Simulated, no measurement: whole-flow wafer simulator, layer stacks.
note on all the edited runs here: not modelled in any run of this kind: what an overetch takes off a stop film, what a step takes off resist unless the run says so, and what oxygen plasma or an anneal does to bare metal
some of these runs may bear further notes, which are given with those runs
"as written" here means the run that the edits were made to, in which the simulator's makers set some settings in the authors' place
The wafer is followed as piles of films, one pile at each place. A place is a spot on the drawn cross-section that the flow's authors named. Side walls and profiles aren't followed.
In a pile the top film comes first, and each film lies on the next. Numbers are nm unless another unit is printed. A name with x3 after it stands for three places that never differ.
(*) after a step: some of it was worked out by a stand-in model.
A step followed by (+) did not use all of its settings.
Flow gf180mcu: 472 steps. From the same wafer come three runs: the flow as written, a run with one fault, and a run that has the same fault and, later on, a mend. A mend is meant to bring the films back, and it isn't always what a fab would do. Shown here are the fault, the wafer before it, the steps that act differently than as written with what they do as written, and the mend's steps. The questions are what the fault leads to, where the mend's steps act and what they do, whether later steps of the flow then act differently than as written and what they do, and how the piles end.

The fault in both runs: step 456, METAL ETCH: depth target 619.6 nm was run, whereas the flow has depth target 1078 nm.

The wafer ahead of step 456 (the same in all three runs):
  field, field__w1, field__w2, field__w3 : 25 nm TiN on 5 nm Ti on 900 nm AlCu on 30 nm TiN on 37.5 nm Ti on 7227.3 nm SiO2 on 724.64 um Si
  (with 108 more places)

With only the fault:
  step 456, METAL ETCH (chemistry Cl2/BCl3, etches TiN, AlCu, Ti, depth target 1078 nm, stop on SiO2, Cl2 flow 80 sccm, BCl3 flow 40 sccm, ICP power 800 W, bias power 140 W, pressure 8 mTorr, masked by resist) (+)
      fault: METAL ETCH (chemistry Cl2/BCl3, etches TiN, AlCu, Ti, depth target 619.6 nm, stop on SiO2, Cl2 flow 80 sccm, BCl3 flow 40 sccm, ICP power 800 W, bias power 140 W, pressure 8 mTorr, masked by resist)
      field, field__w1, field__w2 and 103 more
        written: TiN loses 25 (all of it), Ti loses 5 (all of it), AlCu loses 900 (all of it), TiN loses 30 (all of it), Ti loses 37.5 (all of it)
        fault: TiN loses 25 (all of it), Ti loses 5 (all of it), AlCu loses 589.6
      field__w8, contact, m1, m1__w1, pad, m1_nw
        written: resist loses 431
        fault: resist loses 247.8
  Steps further on in the flow that do not act as written:
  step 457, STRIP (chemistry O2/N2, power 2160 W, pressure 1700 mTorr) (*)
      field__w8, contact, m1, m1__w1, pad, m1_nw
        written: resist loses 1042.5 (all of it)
        fault: resist loses 1225.6 (all of it)
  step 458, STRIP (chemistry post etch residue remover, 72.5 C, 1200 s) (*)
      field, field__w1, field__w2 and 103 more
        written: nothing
        fault: AlCu loses 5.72
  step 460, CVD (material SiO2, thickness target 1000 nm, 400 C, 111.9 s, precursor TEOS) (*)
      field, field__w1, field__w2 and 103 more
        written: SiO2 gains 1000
        fault: SiO2 gains 1000 (new film)
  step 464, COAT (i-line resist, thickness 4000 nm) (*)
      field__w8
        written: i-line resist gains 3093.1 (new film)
        fault: i-line resist gains 3425.2 (new film)
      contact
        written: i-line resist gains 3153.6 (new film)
        fault: i-line resist gains 3456 (new film)
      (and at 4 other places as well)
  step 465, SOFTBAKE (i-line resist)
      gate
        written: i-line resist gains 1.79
        fault: i-line resist loses 0.76
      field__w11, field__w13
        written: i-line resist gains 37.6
        fault: i-line resist gains 20.2
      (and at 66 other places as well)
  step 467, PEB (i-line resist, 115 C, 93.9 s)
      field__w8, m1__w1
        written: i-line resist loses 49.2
        fault: i-line resist loses 56
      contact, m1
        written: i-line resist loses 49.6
        fault: i-line resist loses 56.2
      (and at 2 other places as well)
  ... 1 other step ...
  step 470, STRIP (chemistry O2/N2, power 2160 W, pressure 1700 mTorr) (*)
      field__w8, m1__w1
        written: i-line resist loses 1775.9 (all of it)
        fault: i-line resist loses 2132.7 (all of it)
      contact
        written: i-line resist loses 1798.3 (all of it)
        fault: i-line resist loses 2144.4 (all of it)
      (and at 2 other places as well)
  At field, field__w1, field__w2 and 103 more, the piles at the end differ from the flow's by more than 2% or 0.5 nm, whichever is larger.
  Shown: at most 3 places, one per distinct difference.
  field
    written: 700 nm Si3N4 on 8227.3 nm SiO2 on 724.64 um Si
    fault: 700 nm Si3N4 on 1000 nm SiO2 on 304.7 nm AlCu on 30 nm TiN on 37.5 nm Ti on 7227.3 nm SiO2 on 724.64 um Si
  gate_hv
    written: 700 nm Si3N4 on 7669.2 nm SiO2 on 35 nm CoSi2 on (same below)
    fault: 700 nm Si3N4 on 1000 nm SiO2 on 304.7 nm AlCu on 30 nm TiN on 37.5 nm Ti on 6669.2 nm SiO2 on 35 nm CoSi2 on (same below)
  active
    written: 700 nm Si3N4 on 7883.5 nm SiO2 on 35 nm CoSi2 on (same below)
    fault: 700 nm Si3N4 on 1000 nm SiO2 on 304.7 nm AlCu on 30 nm TiN on 37.5 nm Ti on 6883.5 nm SiO2 on 35 nm CoSi2 on (same below)

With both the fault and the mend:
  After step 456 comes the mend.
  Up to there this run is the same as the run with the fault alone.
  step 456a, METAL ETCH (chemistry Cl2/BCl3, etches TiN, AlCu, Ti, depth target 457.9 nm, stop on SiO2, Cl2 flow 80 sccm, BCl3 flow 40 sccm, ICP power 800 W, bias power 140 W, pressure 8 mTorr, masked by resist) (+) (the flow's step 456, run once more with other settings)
      field, field__w1, field__w2 and 103 more
        AlCu loses 310.4 (all of it), TiN loses 30 (all of it), Ti loses 37.5 (all of it)
      field__w8, contact, m1, m1__w1, pad, m1_nw
        resist loses 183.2
  Every later step of the flow that is run acts as written at every place that is followed.
  The piles end the same as the flow's at every place that both follow.
